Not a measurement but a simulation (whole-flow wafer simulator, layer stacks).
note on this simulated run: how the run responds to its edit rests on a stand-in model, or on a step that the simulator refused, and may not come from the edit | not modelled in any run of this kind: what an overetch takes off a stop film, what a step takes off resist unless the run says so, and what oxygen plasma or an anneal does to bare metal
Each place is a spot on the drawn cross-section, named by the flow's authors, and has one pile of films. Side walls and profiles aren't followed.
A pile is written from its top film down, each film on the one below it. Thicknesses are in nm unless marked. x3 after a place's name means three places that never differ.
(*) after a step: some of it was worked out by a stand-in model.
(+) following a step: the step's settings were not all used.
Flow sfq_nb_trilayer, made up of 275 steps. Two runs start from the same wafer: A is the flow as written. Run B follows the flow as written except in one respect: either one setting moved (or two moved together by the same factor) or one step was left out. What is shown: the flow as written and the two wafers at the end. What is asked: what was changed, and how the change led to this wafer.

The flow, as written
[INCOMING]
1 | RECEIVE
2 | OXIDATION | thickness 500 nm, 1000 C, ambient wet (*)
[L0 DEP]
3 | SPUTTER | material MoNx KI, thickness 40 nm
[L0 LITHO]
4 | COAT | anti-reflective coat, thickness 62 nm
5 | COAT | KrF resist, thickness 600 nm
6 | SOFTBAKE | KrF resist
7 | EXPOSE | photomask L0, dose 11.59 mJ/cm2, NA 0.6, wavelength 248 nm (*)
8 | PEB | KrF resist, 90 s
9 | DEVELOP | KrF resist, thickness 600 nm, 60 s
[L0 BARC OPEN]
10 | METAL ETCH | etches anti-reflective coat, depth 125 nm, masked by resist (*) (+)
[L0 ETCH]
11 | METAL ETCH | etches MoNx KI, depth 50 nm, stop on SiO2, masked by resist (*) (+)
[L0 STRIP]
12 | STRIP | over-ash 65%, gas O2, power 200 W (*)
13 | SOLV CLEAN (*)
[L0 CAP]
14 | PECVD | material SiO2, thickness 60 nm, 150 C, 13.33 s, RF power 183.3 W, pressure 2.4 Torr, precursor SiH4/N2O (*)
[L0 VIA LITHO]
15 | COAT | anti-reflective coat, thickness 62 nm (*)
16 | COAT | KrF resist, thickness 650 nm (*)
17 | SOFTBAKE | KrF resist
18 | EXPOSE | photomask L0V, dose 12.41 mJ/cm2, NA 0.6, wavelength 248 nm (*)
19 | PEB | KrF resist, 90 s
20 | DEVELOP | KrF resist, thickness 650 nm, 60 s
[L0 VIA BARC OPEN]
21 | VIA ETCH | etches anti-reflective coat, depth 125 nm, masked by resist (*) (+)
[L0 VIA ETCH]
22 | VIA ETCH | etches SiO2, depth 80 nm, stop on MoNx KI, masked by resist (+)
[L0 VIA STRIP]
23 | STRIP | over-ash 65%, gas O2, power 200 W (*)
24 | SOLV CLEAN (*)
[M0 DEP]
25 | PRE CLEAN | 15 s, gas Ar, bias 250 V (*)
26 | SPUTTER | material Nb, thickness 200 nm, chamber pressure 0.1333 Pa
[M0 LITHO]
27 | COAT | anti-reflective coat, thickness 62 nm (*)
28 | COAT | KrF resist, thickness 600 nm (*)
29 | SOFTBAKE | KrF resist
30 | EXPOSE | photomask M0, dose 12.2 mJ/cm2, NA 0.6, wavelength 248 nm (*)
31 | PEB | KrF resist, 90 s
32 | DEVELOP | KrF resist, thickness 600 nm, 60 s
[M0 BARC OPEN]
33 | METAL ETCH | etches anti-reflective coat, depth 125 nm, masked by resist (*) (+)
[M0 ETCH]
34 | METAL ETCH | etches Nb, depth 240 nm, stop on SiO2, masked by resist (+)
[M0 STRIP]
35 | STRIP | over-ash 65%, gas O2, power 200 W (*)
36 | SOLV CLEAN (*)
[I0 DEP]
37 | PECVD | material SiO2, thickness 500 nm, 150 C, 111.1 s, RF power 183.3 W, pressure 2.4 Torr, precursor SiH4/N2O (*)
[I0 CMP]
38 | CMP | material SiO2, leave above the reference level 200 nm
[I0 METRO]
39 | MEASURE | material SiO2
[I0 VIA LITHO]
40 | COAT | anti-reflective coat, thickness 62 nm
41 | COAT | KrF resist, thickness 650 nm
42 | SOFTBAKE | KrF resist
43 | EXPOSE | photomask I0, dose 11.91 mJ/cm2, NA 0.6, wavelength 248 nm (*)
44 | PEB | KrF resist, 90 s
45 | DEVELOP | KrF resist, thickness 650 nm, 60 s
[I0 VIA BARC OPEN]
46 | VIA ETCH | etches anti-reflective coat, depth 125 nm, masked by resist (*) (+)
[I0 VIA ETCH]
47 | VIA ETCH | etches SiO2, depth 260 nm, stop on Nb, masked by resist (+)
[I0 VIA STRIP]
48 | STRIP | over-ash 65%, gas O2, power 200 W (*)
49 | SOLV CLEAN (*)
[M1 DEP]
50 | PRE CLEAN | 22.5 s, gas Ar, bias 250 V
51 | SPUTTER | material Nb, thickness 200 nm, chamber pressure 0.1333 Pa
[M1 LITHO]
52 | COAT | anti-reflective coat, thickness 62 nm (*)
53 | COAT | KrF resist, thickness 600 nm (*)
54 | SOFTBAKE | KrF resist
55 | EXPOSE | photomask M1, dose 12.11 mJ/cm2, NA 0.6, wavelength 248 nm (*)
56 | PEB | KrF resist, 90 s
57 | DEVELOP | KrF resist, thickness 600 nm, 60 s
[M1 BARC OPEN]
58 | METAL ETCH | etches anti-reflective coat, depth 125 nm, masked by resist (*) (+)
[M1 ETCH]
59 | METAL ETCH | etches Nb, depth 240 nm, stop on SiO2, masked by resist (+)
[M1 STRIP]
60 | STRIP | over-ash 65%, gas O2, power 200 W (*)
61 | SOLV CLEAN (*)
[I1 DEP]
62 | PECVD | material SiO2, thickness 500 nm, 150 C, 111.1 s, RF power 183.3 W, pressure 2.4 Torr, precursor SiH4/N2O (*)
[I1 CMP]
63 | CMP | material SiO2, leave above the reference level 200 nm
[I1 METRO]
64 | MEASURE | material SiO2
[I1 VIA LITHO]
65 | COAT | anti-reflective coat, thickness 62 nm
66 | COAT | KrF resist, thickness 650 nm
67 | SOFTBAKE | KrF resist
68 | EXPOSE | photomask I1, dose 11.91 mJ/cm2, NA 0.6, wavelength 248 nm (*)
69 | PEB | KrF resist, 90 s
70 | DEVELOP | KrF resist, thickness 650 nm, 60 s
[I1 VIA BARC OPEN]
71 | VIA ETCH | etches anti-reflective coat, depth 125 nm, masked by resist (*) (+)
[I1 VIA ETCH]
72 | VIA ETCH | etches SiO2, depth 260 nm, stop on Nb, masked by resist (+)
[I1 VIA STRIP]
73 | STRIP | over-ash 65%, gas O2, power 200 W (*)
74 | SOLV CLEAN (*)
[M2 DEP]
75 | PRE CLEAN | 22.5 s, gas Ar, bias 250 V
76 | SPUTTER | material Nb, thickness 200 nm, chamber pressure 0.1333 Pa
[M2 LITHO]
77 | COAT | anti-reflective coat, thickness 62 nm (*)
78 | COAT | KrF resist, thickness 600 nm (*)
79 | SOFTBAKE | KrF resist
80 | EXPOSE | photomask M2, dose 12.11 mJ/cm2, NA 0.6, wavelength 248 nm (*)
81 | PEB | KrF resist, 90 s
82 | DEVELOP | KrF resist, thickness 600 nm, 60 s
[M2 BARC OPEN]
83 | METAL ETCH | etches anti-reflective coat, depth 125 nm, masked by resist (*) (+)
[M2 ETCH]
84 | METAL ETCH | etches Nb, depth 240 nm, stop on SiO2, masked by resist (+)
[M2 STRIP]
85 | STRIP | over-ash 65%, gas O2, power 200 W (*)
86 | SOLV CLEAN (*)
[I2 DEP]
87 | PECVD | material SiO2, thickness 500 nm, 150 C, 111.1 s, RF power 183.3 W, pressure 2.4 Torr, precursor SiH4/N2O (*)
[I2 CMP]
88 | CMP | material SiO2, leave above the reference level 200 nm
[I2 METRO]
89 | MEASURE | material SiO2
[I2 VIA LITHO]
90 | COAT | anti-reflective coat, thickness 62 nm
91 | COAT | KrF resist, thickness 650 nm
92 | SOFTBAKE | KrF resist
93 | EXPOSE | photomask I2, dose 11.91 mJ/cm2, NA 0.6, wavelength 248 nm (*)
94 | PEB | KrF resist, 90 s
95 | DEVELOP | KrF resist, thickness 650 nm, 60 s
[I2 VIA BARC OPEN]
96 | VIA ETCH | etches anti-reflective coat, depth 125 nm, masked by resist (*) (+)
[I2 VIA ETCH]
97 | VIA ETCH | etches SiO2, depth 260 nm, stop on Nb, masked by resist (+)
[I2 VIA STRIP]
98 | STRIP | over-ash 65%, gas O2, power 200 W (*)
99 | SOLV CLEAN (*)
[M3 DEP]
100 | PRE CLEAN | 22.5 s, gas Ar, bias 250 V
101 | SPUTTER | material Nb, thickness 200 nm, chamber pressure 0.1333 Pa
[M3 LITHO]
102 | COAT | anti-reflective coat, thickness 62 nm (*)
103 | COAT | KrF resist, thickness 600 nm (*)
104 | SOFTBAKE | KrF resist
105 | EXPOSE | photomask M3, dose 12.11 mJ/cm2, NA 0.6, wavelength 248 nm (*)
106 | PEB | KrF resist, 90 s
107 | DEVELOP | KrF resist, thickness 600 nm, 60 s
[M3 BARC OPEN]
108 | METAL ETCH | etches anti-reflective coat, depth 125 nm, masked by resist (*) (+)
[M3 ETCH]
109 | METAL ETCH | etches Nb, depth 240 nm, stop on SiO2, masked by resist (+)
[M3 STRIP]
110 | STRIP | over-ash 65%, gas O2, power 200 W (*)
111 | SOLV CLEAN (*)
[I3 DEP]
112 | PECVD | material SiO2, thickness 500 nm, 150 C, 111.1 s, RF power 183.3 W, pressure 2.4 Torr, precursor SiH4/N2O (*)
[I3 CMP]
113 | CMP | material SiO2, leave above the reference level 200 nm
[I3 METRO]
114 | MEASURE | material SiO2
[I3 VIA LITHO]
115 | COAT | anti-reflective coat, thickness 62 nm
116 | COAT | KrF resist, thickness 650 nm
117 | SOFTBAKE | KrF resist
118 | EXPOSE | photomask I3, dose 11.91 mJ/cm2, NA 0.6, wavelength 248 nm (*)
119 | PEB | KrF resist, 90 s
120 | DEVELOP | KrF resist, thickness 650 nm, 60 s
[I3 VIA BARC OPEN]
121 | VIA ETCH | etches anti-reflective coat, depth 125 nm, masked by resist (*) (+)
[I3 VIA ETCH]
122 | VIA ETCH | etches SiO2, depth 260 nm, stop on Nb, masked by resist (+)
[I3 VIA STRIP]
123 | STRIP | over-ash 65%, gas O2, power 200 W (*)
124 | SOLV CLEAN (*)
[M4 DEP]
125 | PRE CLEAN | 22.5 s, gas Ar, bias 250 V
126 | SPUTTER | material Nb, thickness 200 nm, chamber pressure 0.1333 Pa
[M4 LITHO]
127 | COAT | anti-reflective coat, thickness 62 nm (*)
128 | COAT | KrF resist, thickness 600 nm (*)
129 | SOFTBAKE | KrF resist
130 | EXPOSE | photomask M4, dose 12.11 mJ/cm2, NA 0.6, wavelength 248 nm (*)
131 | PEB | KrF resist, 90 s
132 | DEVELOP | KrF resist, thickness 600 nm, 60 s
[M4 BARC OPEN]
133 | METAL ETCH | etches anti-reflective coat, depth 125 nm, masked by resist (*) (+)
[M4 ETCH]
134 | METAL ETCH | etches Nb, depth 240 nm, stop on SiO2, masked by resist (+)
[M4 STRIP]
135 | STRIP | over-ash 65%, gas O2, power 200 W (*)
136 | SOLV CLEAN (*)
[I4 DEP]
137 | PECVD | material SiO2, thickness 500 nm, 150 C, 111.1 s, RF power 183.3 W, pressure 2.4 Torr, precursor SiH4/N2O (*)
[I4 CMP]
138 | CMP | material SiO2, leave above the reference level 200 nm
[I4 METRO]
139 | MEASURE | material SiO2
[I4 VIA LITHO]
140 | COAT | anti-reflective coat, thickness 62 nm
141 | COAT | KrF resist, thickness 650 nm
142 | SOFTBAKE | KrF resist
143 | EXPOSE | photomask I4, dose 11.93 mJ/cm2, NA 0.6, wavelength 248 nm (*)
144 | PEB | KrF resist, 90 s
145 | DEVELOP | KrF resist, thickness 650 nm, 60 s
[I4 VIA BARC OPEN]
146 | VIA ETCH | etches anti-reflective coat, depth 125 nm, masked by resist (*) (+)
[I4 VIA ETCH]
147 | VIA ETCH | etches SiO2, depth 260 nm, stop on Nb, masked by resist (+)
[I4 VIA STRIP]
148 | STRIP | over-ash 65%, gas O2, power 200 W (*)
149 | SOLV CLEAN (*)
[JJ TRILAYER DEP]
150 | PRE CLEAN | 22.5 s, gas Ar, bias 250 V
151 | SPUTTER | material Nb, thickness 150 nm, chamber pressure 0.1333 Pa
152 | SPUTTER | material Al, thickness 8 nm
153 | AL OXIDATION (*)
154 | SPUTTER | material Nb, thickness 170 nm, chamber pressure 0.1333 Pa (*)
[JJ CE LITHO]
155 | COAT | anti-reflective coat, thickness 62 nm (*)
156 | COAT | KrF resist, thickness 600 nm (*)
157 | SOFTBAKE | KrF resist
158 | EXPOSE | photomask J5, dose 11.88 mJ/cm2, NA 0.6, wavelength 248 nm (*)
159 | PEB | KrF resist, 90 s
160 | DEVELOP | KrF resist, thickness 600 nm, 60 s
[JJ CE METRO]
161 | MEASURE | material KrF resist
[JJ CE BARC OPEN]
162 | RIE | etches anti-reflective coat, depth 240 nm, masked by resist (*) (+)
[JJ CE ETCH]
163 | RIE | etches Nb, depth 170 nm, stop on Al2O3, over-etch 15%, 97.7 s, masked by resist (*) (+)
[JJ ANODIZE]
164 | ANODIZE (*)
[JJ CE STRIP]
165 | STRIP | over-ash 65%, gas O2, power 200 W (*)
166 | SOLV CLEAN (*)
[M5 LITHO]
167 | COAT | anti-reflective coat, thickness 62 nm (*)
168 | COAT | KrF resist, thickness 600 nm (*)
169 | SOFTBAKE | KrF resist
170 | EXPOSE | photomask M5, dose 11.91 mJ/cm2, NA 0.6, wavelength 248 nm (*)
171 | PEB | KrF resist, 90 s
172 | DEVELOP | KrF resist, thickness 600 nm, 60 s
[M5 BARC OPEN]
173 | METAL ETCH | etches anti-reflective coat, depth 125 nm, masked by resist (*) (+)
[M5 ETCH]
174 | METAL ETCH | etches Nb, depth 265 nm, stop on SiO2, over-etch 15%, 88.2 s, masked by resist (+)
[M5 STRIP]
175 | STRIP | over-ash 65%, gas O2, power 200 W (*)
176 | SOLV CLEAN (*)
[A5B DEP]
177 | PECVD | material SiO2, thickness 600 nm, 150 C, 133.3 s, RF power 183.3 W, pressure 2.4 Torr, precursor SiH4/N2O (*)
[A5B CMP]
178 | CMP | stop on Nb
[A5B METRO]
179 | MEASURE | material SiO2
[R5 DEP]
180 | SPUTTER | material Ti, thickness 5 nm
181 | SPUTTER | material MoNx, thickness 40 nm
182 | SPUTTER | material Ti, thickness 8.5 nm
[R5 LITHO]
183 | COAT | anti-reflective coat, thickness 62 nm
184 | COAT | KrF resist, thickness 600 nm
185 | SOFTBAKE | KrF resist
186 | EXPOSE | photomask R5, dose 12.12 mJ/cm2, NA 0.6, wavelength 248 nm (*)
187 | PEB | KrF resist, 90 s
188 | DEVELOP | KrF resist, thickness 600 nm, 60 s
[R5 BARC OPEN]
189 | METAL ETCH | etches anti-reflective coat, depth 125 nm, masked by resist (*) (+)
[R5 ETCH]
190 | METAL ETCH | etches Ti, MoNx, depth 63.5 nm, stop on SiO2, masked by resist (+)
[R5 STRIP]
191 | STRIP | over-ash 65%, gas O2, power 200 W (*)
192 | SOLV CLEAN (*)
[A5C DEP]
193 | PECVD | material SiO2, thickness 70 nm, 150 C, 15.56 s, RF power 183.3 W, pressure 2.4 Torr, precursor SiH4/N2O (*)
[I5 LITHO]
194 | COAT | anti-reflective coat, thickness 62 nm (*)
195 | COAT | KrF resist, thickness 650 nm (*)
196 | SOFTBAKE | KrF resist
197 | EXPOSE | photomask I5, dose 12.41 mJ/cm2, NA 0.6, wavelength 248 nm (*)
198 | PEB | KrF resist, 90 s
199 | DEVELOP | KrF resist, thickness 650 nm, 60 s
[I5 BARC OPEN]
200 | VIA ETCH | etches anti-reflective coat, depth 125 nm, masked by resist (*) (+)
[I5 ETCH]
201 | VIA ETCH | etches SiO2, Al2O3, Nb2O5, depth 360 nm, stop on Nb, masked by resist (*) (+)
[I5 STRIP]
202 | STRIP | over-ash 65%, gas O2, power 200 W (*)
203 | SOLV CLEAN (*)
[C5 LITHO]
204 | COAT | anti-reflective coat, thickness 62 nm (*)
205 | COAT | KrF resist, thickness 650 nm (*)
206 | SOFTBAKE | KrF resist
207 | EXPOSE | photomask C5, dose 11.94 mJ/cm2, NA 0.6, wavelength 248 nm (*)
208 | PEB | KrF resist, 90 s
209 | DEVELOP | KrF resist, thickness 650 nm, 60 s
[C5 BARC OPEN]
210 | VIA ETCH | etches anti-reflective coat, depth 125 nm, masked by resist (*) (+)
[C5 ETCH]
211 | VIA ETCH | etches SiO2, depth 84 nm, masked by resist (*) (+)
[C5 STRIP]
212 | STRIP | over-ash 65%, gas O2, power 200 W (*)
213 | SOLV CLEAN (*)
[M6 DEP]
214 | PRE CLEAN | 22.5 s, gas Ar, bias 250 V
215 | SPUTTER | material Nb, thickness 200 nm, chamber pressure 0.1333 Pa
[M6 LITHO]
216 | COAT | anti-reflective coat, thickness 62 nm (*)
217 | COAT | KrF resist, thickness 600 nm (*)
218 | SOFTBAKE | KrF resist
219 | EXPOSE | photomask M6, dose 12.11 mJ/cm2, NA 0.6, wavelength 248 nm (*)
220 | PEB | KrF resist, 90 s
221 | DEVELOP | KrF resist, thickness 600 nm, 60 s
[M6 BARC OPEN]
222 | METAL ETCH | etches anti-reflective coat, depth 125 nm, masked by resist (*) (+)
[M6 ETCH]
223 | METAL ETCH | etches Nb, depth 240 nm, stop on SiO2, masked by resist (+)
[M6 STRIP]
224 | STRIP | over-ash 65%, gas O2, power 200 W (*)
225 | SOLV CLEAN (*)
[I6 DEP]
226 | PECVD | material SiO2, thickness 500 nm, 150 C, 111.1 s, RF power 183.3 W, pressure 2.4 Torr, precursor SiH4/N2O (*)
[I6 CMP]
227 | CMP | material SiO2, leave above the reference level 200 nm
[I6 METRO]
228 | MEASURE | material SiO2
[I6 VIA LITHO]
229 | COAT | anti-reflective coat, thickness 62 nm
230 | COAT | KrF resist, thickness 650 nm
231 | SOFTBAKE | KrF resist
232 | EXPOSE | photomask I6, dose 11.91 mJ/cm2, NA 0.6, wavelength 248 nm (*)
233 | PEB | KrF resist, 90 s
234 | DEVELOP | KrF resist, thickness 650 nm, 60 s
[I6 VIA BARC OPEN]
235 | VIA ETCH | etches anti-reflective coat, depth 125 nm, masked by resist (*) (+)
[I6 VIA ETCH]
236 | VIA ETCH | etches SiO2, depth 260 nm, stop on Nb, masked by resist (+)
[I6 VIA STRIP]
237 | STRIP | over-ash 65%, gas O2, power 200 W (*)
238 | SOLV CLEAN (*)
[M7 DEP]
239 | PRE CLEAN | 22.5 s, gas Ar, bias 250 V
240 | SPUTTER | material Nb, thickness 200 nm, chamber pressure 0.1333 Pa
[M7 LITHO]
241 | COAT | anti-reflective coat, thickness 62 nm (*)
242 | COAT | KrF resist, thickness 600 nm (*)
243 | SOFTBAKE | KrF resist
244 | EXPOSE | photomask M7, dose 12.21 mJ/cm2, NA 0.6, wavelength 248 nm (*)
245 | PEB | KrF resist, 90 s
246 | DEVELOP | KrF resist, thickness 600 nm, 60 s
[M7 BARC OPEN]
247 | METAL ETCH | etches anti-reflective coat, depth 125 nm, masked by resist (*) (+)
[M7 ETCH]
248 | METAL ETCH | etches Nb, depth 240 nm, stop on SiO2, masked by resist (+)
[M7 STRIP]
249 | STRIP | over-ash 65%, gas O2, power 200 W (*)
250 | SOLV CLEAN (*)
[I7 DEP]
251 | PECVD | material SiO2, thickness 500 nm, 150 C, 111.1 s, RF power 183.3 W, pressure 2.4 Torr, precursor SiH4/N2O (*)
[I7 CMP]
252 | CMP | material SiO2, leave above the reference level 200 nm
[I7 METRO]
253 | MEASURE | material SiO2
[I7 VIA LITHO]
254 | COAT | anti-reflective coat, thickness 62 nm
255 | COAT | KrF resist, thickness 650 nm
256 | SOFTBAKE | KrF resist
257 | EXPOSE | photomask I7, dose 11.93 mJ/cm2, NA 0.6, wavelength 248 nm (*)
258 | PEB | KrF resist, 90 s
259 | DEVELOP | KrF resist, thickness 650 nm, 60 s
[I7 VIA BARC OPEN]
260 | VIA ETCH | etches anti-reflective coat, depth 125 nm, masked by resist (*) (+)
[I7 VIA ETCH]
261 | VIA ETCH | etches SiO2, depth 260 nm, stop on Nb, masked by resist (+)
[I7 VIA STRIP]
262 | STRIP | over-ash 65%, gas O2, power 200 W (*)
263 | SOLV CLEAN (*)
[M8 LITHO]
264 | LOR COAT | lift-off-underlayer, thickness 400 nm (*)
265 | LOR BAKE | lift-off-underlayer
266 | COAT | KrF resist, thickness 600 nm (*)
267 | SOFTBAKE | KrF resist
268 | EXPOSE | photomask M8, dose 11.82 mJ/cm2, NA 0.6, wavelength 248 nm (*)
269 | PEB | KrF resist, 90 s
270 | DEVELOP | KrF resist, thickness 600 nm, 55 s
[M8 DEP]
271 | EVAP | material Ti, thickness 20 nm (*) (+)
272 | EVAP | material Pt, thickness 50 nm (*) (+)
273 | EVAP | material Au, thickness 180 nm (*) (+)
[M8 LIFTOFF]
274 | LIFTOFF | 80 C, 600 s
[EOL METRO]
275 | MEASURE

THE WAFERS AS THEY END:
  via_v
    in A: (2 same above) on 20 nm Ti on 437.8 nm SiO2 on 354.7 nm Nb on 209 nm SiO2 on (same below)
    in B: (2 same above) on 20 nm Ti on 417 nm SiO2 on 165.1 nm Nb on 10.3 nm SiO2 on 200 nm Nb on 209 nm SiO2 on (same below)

What caused this: step 236, VIA ETCH: depth 182 nm was run, though the flow has depth 260 nm.

Step by step, how the change led to this:
  236 | VIA ETCH | etches SiO2, depth 260 nm, stop on Nb, masked by resist (+)
      via_v: A -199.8 SiO2 (all of it) | B -182 SiO2
      field_l, v_sur, via_wl and 102 more: A -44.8 KrF resist | B -31.4 KrF resist
  237 | STRIP | over-ash 65%, gas O2, power 200 W (*)
      field_l, v_sur, via_wl and 102 more: A -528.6 KrF resist (all of it), -62 anti-reflective coat (all of it) | B -542.1 KrF resist (all of it), -62 anti-reflective coat (all of it)
  239 | PRE CLEAN | 22.5 s, gas Ar, bias 250 V
      via_v: A -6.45 Nb | B -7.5 SiO2
  240 | SPUTTER | material Nb, thickness 200 nm, chamber pressure 0.1333 Pa
      via_v: A +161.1 Nb | B +165.1 Nb (new film)
  241 | COAT | anti-reflective coat, thickness 62 nm (*)
      via_v: A +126 anti-reflective coat (new film) | B +115.3 anti-reflective coat (new film)
      wire: A +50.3 anti-reflective coat (new film) | B +48.6 anti-reflective coat (new film)
  249 | STRIP | over-ash 65%, gas O2, power 200 W (*)
      via_v: A -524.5 KrF resist (all of it), -126 anti-reflective coat (all of it) | B -515.5 KrF resist (all of it), -115.3 anti-reflective coat (all of it)
      wire: A -374.1 KrF resist (all of it), -50.3 anti-reflective coat (all of it) | B -376.2 KrF resist (all of it), -48.6 anti-reflective coat (all of it)
  251 | PECVD | material SiO2, thickness 500 nm, 150 C, 111.1 s, RF power 183.3 W, pressure 2.4 Torr, precursor SiH4/N2O (*)
      via_v: A +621 SiO2 (new film) | B +574.1 SiO2 (new film)
  252 | CMP | material SiO2, leave above the reference level 200 nm
      via_v: A -183.1 SiO2 | B -157.1 SiO2
If metal films that touch count as one body, via_v has 7 bodies (between them, from the top down: SiO2 417; SiO2 10.3; SiO2 209 / Al2O3 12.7 / Nb2O5 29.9; SiO2 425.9; SiO2 416.9; SiO2 192.5); the flow as written gives 6 bodies (between them, from the top down: SiO2 437.8; SiO2 209 / Al2O3 12.7 / Nb2O5 29.9; SiO2 425.9; SiO2 416.9; SiO2 192.5).
